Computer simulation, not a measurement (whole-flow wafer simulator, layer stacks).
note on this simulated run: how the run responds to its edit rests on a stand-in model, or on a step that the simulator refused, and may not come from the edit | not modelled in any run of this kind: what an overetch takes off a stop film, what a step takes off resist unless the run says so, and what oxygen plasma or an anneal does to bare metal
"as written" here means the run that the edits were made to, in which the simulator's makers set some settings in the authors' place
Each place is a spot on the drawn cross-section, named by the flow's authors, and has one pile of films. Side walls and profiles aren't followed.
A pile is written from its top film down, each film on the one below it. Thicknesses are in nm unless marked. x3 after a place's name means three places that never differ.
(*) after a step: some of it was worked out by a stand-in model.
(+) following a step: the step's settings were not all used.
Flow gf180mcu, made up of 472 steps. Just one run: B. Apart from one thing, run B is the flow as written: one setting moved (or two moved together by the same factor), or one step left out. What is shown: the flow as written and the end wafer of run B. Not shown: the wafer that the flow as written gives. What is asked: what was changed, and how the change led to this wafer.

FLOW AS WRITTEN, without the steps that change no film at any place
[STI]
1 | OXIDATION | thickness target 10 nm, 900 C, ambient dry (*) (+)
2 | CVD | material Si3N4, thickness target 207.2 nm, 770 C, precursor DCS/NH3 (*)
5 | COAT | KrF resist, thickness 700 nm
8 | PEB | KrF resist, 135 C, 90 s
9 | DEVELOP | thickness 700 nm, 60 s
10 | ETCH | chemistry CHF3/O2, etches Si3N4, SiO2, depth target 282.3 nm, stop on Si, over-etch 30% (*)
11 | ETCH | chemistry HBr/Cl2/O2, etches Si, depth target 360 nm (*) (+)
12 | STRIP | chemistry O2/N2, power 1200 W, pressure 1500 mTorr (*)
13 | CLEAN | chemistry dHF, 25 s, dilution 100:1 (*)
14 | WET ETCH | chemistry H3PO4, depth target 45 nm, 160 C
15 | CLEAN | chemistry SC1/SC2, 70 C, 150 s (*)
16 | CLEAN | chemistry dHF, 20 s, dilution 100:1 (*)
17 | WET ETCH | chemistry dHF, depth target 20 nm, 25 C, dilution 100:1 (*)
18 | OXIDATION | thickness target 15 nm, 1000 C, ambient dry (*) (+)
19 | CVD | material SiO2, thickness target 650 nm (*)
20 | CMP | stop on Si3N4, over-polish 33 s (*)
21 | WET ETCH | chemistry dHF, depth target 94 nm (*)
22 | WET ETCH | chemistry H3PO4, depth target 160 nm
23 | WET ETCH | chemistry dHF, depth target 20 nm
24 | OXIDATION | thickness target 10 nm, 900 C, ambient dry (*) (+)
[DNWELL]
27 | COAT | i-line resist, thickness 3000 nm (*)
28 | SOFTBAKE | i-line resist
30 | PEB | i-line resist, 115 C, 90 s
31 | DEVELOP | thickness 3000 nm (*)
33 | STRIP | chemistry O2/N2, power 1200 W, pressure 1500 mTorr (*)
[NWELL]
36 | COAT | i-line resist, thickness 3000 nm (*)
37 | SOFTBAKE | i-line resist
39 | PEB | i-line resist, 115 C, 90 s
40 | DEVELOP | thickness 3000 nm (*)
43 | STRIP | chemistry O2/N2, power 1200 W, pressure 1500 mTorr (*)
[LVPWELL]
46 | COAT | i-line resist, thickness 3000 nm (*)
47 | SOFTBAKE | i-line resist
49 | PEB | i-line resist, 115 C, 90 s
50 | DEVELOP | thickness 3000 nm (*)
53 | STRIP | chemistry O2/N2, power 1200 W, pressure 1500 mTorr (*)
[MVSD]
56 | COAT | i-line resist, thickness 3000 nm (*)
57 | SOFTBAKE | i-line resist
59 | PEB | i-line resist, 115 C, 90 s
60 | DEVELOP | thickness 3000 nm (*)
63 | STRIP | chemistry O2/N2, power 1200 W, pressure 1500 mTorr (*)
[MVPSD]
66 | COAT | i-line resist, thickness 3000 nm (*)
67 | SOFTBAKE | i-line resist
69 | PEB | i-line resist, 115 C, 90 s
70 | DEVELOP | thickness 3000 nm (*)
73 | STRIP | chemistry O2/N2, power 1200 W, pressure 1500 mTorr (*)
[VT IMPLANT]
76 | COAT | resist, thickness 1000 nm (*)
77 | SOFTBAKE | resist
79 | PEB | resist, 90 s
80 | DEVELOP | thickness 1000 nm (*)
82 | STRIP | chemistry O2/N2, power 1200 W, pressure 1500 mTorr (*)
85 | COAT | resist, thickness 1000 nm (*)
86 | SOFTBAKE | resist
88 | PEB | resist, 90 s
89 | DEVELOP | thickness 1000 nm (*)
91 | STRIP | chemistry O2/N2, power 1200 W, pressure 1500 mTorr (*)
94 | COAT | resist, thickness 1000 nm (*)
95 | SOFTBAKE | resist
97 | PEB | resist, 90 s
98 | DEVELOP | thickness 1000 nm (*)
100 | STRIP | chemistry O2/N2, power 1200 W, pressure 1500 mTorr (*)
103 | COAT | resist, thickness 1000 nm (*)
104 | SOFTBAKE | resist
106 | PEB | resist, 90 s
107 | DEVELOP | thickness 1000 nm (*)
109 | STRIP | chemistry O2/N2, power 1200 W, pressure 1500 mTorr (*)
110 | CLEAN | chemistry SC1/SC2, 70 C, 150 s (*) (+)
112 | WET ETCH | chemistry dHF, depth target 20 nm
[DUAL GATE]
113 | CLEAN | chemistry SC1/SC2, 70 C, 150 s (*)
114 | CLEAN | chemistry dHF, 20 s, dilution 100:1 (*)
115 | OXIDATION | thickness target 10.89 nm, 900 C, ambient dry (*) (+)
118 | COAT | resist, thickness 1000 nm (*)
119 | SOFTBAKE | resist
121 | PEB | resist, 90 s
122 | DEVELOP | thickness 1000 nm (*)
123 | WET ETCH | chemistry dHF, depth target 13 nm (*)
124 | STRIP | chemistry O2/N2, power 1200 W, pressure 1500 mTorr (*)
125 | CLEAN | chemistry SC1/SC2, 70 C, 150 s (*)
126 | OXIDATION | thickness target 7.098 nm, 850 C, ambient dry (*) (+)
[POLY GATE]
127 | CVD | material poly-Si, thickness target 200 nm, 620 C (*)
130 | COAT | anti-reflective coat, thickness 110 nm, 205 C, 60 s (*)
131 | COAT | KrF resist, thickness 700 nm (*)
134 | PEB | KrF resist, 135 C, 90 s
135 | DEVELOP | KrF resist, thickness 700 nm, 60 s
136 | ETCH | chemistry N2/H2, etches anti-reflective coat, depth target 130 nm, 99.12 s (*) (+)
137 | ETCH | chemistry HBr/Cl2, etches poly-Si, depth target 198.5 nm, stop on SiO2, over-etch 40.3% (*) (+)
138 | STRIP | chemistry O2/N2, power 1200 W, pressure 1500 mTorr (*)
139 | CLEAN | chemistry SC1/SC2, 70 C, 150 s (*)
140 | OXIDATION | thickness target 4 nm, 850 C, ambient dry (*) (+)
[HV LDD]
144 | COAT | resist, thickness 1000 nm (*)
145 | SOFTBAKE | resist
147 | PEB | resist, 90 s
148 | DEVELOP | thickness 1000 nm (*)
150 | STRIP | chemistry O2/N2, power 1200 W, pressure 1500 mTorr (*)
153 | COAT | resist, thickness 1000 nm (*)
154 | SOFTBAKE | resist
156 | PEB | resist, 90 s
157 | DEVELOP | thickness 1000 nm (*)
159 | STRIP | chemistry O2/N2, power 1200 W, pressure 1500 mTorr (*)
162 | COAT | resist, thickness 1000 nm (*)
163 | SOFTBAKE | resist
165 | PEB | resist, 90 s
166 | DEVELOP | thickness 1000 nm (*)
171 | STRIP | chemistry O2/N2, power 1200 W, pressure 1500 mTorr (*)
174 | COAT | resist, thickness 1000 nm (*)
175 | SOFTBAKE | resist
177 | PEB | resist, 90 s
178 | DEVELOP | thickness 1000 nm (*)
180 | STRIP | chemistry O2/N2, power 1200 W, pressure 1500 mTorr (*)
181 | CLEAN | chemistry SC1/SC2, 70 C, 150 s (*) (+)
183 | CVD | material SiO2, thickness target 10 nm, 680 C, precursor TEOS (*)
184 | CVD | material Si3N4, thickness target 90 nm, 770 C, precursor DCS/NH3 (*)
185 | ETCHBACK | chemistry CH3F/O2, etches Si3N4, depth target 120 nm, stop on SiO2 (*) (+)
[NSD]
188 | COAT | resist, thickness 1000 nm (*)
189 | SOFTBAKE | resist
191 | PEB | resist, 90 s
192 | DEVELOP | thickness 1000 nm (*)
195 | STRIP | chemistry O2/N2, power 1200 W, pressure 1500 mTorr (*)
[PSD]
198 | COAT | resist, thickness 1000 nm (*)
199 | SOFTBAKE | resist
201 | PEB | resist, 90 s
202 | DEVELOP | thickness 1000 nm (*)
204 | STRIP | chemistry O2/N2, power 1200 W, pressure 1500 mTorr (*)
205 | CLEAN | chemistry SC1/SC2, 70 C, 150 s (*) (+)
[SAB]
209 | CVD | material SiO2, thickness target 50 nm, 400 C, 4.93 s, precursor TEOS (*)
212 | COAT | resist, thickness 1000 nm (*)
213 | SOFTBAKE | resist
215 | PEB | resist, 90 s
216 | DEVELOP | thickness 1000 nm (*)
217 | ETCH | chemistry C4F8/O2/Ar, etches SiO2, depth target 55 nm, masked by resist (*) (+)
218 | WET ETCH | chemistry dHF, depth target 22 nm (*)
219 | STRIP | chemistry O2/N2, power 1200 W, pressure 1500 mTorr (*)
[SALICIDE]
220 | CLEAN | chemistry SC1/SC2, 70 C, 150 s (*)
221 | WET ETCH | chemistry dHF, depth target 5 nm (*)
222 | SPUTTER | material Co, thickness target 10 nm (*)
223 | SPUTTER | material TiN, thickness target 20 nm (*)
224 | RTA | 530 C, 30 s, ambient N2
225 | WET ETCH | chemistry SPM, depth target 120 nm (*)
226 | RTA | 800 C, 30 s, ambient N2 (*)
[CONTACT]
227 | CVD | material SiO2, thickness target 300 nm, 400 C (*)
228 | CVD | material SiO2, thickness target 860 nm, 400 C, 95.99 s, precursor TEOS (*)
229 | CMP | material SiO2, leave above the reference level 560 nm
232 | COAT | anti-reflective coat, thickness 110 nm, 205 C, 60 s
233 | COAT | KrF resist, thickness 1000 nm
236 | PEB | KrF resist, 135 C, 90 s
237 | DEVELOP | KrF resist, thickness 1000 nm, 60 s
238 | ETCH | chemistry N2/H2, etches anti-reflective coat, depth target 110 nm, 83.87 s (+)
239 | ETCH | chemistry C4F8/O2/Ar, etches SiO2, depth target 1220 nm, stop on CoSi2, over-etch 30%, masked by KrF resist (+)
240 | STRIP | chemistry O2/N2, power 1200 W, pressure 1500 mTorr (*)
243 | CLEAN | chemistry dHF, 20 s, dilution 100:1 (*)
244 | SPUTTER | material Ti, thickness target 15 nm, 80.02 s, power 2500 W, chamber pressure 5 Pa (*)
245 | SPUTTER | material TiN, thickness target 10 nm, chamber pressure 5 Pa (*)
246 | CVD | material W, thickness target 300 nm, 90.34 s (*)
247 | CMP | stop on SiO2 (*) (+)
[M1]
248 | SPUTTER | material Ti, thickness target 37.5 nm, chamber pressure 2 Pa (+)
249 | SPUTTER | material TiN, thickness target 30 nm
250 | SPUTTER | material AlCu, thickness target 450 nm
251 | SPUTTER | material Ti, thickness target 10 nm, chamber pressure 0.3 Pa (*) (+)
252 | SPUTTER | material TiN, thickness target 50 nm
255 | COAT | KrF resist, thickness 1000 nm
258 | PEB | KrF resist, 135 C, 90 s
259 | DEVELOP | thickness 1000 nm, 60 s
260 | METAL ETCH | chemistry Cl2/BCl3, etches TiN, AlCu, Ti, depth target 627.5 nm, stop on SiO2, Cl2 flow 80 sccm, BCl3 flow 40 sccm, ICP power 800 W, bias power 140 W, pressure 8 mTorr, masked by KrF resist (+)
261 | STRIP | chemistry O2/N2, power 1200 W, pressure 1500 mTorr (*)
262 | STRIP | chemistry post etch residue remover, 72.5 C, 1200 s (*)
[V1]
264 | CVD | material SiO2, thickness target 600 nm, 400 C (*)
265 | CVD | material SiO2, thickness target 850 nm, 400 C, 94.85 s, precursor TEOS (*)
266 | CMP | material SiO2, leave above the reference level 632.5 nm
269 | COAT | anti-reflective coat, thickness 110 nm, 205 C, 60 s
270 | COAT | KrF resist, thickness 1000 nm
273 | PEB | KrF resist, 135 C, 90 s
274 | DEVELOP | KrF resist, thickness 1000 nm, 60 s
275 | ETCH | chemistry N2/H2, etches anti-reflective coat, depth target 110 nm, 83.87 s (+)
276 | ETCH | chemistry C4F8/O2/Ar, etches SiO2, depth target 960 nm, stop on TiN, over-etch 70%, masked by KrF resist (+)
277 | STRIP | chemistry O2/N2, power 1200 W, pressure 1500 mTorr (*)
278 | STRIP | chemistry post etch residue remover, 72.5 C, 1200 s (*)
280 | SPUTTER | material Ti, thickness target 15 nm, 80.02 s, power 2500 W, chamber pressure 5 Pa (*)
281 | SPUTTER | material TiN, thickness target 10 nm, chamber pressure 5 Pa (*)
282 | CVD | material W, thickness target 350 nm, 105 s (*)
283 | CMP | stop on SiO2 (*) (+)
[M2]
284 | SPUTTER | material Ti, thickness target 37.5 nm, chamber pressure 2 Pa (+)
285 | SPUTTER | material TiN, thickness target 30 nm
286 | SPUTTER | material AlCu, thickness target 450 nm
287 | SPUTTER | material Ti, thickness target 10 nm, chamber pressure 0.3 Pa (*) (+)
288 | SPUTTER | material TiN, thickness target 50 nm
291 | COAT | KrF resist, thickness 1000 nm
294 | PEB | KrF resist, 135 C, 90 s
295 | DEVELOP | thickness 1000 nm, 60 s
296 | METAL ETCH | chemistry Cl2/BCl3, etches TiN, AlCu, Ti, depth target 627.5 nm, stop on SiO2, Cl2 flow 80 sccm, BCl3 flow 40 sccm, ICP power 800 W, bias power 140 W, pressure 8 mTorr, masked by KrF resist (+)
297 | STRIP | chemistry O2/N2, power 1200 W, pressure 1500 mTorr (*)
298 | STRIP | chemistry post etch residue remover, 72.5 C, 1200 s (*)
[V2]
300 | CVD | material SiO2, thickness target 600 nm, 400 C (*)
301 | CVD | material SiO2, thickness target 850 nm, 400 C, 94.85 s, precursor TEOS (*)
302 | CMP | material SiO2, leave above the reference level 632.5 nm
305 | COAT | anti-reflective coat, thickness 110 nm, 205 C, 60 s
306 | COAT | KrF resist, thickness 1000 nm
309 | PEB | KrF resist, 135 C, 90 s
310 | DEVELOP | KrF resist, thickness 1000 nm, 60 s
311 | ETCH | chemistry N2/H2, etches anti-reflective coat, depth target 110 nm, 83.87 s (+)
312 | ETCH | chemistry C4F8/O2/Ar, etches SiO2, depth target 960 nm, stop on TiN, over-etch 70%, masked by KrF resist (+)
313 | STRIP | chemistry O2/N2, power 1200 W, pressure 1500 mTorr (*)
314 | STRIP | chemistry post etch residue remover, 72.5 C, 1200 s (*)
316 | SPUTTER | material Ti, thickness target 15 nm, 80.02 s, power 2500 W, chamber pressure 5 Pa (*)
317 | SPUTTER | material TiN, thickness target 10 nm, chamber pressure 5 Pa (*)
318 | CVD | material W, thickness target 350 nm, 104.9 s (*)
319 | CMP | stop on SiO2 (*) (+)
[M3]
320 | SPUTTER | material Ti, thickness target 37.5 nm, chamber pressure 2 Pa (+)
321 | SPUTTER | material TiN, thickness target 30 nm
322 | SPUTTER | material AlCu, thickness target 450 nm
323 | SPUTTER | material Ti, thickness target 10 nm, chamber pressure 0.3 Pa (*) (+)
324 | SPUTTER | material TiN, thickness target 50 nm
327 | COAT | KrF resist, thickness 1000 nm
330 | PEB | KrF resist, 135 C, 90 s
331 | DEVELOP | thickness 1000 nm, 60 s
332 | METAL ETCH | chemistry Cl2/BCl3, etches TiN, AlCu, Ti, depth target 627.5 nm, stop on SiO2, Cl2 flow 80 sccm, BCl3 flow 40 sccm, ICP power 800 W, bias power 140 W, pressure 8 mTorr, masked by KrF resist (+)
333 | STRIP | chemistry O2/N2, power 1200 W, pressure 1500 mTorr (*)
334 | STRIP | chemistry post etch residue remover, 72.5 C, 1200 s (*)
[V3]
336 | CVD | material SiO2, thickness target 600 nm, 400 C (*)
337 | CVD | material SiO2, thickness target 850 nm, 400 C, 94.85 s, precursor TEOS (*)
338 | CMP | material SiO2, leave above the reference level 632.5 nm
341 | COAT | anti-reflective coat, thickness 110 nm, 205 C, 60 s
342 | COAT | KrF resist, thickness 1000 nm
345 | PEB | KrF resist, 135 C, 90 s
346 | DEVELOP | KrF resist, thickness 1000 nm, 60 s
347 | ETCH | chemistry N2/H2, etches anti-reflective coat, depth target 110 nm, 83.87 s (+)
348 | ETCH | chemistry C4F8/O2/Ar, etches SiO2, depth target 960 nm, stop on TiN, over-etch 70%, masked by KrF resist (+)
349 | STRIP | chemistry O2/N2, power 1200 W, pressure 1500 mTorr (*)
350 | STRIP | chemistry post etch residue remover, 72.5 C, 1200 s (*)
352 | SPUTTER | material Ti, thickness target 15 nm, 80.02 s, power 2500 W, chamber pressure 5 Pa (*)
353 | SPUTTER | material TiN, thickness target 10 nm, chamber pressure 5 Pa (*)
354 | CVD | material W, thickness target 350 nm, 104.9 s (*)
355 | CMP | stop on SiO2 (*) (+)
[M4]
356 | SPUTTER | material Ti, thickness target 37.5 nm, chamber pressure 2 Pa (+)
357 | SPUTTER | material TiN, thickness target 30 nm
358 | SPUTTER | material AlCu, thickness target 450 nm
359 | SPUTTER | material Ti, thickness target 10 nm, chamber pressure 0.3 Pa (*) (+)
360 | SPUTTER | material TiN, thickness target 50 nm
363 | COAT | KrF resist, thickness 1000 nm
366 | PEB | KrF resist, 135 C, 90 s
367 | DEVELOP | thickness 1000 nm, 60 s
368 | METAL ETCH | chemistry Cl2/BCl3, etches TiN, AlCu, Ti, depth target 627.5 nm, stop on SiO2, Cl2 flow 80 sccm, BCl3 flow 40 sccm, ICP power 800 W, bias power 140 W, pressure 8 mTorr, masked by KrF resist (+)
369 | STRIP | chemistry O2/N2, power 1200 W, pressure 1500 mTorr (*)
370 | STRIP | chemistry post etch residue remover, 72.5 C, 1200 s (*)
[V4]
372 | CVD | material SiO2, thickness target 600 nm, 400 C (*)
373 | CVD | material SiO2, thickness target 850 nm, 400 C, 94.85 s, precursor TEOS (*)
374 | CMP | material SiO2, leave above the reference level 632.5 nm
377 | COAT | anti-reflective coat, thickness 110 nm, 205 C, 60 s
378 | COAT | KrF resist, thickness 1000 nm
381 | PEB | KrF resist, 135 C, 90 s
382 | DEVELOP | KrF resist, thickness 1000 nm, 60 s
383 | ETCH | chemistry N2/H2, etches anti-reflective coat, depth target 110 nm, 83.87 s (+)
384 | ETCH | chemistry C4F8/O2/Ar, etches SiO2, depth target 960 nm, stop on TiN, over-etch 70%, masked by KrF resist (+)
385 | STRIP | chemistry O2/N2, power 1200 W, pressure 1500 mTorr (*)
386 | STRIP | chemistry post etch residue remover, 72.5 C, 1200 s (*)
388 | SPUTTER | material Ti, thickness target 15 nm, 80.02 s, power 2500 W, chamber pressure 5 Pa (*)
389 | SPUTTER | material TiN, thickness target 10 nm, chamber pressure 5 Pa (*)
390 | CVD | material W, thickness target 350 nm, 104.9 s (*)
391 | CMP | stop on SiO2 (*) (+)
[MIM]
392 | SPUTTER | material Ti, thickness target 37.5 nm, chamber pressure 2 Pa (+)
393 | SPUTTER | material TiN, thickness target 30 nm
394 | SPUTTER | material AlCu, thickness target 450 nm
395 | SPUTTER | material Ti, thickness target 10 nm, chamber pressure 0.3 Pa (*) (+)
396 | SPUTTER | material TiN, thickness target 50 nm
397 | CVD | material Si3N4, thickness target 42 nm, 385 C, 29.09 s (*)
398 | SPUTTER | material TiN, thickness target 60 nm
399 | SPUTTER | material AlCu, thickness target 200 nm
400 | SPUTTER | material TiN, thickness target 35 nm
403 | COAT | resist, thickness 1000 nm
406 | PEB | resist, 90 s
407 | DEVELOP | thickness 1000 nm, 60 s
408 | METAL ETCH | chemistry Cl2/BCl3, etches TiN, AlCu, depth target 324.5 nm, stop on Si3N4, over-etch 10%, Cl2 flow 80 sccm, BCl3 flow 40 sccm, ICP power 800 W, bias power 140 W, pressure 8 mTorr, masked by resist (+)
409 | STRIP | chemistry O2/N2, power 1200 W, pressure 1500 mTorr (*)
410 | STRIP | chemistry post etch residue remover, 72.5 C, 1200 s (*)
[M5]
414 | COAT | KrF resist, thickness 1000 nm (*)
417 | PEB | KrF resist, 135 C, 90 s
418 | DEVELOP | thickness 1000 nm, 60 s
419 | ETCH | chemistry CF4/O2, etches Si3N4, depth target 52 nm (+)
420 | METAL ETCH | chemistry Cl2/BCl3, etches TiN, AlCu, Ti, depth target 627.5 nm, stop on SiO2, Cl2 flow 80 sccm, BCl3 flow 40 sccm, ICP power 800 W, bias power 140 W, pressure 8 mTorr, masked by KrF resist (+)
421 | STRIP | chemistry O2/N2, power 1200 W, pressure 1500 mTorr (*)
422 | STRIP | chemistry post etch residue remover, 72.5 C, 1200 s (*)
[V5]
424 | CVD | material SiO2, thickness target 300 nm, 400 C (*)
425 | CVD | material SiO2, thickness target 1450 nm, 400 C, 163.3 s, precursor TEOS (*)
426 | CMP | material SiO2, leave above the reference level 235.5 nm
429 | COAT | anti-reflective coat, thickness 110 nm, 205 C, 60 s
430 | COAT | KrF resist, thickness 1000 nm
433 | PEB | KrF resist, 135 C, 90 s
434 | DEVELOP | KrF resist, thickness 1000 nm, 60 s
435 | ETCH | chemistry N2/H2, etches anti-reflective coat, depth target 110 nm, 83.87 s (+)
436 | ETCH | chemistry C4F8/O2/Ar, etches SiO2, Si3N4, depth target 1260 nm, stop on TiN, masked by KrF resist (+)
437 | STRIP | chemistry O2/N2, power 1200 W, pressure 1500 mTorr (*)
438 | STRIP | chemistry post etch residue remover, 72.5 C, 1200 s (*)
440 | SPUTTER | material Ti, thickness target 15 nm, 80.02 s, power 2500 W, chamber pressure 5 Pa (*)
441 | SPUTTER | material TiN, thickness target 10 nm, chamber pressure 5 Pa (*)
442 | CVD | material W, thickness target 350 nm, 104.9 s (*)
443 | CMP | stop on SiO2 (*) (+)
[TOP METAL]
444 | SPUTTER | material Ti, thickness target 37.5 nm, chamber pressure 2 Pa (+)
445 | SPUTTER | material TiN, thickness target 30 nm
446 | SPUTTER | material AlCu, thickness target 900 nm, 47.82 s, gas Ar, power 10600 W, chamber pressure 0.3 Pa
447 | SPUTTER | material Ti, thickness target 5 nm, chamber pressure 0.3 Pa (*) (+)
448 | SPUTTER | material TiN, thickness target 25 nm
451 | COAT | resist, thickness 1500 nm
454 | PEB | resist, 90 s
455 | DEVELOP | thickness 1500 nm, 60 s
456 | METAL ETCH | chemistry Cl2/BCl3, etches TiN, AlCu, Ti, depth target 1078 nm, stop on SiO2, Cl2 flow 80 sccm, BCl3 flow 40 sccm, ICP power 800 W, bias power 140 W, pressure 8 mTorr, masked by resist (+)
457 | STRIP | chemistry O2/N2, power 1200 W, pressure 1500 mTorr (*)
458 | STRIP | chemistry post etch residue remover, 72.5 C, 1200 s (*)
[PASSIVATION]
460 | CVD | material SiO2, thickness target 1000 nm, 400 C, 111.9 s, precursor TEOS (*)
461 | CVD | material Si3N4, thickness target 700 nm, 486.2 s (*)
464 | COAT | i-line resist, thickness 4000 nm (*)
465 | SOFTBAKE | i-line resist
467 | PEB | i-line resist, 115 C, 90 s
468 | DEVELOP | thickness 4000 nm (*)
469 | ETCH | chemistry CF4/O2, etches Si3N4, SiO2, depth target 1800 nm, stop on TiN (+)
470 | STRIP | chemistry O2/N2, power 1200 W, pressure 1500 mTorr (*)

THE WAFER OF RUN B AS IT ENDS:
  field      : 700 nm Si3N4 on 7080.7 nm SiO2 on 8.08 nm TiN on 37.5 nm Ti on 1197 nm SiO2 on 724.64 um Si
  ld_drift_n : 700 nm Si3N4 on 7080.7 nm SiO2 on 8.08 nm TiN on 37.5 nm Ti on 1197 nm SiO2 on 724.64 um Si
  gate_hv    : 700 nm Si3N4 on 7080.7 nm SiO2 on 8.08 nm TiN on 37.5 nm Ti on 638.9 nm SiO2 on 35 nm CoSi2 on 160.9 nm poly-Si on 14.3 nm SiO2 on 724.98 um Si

The reason: step 249, SPUTTER: thickness target 36 nm was run, while the flow as written has thickness target 30 nm; step 250, SPUTTER: thickness target 540 nm was run, where the flow has thickness target 450 nm.

The path from the change to this, step by step:
  249 | SPUTTER | material TiN, thickness target 30 nm
      field, field__w1, field__w2 and 108 more: TiN gains 36 (new film) (in the flow as written it would be: TiN gains 30 (new film))
  250 | SPUTTER | material AlCu, thickness target 450 nm
      field, field__w1, field__w2 and 108 more: AlCu gains 540 (new film) (in the flow as written it would be: AlCu gains 450 (new film))
  260 | METAL ETCH | chemistry Cl2/BCl3, etches TiN, AlCu, Ti, depth target 627.5 nm, stop on SiO2, Cl2 flow 80 sccm, BCl3 flow 40 sccm, ICP power 800 W, bias power 140 W, pressure 8 mTorr, masked by KrF resist (+)
      field, field__w1, field__w2 and 99 more: TiN loses 50 (all of it), Ti loses 10 (all of it), AlCu loses 540 (all of it), TiN loses 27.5 (in the flow as written it would be: TiN loses 50 (all of it), Ti loses 10 (all of it), AlCu loses 450 (all of it), TiN loses 30 (all of it), Ti loses 37.5 (all of it))
  264 | CVD | material SiO2, thickness target 600 nm, 400 C (*)
      field, field__w1, field__w2 and 99 more: SiO2 gains 600 (new film) (in the flow as written it would be: SiO2 gains 600)
  266 | CMP | material SiO2, leave above the reference level 632.5 nm
      field, field__w1, field__w2 and 99 more: SiO2 loses 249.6 (in the flow as written it would be: SiO2 loses 300)
With metal films that touch counted as one body, field has 1 body; the flow as written gives 0 bodies.
With metal films that touch counted as one body, ld_drift_n has 1 body; the flow as written gives 0 bodies.
With metal films that touch counted as one body, gate_hv has 2 bodies (between them, from the top down: SiO2 638.9); the flow as written gives 1 body.
